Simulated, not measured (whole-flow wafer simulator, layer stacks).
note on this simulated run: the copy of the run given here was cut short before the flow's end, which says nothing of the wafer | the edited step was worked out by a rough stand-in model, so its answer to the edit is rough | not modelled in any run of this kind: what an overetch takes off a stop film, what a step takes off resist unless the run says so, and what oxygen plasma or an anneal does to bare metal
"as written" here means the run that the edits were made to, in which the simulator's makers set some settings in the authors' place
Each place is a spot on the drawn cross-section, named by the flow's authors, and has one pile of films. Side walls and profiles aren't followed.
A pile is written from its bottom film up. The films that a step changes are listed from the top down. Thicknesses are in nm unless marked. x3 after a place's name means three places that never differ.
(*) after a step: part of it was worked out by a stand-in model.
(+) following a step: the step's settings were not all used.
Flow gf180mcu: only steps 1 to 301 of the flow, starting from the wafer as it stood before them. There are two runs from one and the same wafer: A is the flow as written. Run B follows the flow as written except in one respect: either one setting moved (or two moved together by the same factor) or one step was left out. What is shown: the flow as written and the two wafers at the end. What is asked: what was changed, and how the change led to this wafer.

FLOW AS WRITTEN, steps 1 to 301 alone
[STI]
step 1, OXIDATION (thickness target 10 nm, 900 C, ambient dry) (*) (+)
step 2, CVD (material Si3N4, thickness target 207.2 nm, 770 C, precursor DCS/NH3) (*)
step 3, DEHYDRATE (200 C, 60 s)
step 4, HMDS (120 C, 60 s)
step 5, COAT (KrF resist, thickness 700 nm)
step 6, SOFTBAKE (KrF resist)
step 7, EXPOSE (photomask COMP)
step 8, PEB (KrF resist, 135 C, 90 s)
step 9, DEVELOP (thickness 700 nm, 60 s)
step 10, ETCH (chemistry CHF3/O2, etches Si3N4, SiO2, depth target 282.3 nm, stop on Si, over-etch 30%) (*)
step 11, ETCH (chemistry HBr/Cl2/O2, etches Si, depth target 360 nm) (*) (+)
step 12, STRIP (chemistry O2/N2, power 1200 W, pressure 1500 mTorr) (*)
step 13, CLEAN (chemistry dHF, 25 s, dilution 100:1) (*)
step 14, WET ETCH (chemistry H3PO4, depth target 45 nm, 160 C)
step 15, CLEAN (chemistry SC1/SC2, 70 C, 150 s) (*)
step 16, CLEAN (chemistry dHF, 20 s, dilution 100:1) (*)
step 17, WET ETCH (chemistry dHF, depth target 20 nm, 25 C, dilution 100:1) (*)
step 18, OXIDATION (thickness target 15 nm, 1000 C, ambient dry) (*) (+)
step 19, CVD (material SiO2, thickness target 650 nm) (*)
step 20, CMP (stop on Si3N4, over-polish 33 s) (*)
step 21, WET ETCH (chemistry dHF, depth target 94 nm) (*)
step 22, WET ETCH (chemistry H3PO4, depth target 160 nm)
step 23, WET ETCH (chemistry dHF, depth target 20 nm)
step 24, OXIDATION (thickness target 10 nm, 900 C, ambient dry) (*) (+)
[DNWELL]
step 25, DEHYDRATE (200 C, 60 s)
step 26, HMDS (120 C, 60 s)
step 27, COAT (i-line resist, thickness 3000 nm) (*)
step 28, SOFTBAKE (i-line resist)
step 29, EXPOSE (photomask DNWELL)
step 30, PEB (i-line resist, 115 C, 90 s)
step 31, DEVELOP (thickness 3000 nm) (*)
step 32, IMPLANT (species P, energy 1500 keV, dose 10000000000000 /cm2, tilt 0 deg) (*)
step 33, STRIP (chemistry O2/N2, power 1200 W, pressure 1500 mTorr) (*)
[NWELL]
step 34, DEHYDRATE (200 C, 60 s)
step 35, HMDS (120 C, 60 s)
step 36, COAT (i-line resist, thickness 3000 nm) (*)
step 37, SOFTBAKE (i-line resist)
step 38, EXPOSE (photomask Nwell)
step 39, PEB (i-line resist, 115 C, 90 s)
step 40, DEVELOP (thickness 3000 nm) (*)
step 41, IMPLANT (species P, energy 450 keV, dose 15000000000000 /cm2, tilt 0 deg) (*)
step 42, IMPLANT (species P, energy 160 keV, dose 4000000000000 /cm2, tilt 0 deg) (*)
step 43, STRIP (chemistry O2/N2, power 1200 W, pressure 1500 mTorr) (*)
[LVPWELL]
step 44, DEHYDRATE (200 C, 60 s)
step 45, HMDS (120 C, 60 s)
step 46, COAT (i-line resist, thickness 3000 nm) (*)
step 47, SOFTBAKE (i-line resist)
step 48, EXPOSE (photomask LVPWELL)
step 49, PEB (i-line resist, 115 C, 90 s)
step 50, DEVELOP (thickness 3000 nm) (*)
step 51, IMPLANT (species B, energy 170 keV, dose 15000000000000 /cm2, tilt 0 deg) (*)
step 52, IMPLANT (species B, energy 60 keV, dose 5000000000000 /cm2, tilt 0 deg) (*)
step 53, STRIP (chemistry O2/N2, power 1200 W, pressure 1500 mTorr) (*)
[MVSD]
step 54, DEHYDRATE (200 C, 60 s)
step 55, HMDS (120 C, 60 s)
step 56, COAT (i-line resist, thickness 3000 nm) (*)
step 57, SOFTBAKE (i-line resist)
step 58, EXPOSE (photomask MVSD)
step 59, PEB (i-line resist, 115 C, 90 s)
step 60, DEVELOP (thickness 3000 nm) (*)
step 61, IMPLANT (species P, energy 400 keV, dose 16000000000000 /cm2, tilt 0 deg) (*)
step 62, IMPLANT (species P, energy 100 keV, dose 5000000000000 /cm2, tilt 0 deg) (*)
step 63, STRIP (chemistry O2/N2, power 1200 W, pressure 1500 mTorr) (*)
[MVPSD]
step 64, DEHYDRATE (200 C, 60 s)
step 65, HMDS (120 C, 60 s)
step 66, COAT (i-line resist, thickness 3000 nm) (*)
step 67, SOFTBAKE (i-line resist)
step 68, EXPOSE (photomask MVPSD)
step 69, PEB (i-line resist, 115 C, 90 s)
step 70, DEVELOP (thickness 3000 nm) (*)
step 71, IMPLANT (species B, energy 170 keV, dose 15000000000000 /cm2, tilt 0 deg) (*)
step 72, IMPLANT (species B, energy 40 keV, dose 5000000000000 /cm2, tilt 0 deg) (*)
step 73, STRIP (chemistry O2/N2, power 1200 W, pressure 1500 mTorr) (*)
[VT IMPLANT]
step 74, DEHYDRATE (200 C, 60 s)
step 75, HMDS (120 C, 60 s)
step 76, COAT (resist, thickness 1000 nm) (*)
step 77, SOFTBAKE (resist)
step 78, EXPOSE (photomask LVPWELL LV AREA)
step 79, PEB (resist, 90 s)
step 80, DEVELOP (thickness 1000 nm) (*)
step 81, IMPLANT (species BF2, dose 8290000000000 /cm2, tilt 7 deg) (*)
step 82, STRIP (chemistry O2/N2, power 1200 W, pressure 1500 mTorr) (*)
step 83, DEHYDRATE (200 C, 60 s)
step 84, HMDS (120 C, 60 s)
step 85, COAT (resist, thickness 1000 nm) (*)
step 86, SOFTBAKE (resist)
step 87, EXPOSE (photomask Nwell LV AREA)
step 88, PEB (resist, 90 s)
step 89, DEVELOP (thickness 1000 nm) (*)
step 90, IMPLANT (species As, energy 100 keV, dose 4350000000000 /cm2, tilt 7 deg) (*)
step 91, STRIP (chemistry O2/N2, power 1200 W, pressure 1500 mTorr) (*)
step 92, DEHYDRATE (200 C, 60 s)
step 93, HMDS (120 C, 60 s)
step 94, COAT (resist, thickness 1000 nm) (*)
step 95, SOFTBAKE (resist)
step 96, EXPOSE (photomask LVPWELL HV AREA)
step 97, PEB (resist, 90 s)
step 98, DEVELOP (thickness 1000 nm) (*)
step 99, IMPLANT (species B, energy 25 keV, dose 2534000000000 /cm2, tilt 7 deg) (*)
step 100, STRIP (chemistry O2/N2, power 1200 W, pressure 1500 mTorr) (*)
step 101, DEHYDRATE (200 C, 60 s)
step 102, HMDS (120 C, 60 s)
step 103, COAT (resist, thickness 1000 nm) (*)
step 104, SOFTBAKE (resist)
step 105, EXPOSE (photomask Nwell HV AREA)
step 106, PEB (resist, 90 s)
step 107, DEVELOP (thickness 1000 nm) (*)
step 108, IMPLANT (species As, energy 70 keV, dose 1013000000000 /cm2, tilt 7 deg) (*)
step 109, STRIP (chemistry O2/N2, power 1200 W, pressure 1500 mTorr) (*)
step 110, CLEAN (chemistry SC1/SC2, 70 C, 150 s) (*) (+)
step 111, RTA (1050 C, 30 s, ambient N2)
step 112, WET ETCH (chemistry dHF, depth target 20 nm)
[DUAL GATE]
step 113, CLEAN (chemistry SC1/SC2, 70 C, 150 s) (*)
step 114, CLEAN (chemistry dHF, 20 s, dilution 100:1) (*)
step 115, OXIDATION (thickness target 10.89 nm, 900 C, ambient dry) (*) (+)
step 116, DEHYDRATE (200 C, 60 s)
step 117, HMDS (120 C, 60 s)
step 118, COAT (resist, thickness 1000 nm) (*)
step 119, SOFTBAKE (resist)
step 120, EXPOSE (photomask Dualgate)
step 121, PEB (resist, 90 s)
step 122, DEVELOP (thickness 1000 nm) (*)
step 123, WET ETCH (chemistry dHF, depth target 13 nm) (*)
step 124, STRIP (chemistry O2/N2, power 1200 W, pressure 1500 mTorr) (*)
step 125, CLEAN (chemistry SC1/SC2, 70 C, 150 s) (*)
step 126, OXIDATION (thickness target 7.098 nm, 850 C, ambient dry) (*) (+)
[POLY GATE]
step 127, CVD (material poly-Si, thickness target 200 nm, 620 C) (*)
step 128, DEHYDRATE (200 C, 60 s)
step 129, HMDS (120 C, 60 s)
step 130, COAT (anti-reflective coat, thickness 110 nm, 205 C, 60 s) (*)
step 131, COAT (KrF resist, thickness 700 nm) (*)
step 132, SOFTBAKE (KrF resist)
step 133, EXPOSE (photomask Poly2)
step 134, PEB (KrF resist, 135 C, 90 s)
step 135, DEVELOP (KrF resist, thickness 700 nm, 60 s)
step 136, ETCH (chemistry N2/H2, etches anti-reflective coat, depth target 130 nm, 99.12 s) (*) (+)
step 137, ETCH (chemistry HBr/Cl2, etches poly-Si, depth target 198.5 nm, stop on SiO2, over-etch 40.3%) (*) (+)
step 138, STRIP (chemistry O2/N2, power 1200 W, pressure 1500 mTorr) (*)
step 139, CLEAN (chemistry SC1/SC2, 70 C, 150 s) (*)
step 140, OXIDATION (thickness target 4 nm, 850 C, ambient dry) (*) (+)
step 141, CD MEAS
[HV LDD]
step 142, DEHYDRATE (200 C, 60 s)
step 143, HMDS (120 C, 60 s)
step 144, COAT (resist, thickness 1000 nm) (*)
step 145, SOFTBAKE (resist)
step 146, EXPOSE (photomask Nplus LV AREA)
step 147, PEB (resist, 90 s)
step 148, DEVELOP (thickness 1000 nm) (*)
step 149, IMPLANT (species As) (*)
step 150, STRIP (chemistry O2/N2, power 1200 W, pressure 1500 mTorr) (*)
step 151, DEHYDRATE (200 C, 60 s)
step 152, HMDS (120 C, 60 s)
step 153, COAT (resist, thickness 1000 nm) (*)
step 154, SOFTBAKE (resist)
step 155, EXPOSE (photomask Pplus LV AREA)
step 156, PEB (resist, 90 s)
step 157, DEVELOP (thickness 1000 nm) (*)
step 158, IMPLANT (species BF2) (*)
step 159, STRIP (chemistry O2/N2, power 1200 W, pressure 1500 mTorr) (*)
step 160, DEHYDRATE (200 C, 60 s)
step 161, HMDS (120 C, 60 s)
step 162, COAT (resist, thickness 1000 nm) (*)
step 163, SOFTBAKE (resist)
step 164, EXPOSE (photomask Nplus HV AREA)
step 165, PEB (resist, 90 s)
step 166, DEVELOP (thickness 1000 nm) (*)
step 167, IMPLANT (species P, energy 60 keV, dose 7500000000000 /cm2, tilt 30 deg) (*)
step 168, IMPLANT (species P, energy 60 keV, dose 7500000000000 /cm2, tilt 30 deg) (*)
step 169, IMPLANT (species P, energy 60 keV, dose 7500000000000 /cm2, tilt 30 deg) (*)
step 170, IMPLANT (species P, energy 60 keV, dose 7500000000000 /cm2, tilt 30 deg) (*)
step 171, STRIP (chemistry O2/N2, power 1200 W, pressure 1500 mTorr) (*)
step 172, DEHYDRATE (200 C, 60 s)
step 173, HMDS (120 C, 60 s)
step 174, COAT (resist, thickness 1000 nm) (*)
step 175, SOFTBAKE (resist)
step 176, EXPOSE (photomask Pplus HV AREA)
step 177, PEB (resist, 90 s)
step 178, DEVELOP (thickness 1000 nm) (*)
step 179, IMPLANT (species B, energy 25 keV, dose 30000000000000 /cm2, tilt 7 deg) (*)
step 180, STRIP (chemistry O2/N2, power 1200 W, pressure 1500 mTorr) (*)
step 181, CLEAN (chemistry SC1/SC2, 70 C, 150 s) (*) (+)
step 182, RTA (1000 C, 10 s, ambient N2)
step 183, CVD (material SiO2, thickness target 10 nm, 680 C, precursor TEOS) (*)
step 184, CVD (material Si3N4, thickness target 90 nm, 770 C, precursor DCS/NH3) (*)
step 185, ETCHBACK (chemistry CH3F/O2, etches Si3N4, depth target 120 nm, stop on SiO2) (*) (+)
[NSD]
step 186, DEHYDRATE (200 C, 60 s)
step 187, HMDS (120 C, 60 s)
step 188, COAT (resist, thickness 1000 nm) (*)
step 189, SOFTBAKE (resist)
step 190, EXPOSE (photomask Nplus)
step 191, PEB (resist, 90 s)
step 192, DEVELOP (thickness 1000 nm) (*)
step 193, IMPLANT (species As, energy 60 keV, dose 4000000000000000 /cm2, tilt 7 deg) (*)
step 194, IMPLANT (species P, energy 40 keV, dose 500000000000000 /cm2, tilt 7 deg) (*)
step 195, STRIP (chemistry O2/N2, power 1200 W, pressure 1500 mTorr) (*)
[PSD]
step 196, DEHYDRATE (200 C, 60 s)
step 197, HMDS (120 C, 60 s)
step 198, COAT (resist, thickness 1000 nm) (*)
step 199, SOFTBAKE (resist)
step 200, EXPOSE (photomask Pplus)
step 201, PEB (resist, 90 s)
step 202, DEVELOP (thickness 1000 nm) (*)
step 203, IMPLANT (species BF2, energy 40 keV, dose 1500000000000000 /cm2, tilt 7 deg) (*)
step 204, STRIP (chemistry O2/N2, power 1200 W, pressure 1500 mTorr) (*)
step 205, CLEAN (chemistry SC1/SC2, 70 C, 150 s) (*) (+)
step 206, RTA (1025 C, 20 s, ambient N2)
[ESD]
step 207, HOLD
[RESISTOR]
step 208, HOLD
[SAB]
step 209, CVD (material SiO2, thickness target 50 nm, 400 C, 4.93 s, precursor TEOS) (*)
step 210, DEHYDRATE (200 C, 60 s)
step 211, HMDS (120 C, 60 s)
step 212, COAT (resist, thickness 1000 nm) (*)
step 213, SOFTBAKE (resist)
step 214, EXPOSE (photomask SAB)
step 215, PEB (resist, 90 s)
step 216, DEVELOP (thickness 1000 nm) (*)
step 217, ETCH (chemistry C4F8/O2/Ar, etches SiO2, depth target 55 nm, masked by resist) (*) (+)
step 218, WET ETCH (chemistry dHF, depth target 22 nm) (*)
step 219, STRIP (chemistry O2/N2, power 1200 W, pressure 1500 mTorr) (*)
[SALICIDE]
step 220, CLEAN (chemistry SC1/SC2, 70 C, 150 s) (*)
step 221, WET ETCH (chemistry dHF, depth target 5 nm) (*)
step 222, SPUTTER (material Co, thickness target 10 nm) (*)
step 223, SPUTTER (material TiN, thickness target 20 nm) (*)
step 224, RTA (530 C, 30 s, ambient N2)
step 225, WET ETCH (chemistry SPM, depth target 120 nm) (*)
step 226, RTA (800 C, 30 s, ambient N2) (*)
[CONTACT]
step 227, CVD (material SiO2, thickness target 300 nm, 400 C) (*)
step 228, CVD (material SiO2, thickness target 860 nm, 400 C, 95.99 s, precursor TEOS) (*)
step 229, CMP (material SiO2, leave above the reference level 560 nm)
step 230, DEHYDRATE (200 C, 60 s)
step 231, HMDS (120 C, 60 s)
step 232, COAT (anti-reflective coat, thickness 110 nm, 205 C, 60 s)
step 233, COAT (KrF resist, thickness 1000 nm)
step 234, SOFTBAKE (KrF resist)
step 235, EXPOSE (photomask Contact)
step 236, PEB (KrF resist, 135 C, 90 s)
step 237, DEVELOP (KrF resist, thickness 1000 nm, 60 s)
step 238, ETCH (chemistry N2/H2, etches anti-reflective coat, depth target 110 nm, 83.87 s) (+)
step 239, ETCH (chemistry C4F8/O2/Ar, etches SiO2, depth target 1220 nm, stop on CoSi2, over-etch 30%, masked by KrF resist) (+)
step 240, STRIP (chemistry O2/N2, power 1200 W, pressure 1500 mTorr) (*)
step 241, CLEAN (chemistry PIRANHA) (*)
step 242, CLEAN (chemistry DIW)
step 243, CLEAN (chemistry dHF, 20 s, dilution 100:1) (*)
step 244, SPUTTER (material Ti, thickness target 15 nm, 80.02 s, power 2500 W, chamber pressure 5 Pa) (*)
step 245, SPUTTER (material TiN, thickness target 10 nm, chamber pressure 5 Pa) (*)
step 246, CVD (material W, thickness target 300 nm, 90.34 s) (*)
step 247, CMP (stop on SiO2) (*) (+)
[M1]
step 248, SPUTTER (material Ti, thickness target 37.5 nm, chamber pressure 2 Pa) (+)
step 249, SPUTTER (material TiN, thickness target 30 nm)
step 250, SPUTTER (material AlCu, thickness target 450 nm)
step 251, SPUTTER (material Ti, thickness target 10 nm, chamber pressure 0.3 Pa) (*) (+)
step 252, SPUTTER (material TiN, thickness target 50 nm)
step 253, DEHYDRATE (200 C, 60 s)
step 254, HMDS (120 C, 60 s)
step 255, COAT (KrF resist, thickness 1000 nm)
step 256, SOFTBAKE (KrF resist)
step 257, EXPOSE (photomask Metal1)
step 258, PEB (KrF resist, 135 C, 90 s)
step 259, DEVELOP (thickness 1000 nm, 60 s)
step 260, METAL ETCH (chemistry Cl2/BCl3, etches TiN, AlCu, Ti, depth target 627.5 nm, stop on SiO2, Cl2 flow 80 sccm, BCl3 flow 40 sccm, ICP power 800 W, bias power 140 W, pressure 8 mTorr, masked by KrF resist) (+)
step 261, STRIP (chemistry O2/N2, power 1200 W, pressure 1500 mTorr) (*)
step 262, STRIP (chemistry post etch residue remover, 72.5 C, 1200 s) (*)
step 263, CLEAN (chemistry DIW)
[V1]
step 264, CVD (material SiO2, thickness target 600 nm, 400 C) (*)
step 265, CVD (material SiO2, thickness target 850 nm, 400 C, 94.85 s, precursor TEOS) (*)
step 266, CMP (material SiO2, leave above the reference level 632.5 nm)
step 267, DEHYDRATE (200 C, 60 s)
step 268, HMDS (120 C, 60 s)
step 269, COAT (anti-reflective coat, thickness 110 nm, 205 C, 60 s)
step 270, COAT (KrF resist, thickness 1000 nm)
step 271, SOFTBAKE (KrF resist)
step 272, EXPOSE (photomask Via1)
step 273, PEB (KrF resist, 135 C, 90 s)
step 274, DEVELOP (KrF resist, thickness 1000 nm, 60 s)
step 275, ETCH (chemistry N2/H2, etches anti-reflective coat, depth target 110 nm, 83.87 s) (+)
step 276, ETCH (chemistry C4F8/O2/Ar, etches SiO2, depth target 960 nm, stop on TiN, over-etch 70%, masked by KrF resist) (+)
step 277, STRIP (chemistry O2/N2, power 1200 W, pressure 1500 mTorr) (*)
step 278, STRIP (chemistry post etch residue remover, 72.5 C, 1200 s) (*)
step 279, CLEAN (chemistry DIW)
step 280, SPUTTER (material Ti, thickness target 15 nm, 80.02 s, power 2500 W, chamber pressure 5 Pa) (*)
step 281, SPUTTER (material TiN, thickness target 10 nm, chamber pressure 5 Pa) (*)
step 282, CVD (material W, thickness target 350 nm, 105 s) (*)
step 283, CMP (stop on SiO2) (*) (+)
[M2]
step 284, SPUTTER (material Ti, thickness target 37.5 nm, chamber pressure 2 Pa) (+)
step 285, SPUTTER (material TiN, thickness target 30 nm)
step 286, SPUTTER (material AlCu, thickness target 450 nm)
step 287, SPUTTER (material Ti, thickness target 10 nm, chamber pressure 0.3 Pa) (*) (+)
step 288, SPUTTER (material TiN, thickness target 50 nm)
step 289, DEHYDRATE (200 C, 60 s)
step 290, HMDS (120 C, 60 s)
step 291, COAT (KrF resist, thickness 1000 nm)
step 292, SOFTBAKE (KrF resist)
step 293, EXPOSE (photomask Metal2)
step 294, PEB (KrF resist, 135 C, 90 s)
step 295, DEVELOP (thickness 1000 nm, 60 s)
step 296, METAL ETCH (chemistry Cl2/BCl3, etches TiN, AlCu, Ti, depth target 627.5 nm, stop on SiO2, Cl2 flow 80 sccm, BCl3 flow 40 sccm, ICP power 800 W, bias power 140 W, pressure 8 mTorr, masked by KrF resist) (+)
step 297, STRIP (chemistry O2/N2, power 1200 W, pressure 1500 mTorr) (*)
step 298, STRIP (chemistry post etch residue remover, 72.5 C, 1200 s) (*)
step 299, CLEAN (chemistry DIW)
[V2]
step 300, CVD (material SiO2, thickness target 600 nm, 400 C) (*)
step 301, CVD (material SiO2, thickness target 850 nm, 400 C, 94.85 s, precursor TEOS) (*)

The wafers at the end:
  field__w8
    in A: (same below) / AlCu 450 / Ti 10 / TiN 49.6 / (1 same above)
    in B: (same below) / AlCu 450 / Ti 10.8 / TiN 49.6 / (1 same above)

Cause: step 287, SPUTTER: thickness target 10.8 nm was run, while the flow as written has thickness target 10 nm.
The wafer itself shows it: field__w8 has Ti 10.8, and step 287 as written asks for 10 nm.

The path from the change to this, step by step:
  step 287, SPUTTER (material Ti, thickness target 10 nm, chamber pressure 0.3 Pa) (*) (+)
      field, field__w1, field__w2 and 108 more: A Ti gains 10 (new film) | B Ti gains 10.8 (new film)
  step 296, METAL ETCH (chemistry Cl2/BCl3, etches TiN, AlCu, Ti, depth target 627.5 nm, stop on SiO2, Cl2 flow 80 sccm, BCl3 flow 40 sccm, ICP power 800 W, bias power 140 W, pressure 8 mTorr, masked by KrF resist) (+)
      field, field__w1, field__w2 and 103 more: A TiN loses 50 (all of it), Ti loses 10 (all of it), AlCu loses 450 (all of it), TiN loses 30 (all of it), Ti loses 37.5 (all of it) | B TiN loses 50 (all of it), Ti loses 10.8 (all of it), AlCu loses 450 (all of it), TiN loses 30 (all of it), Ti loses 37.5 (all of it)
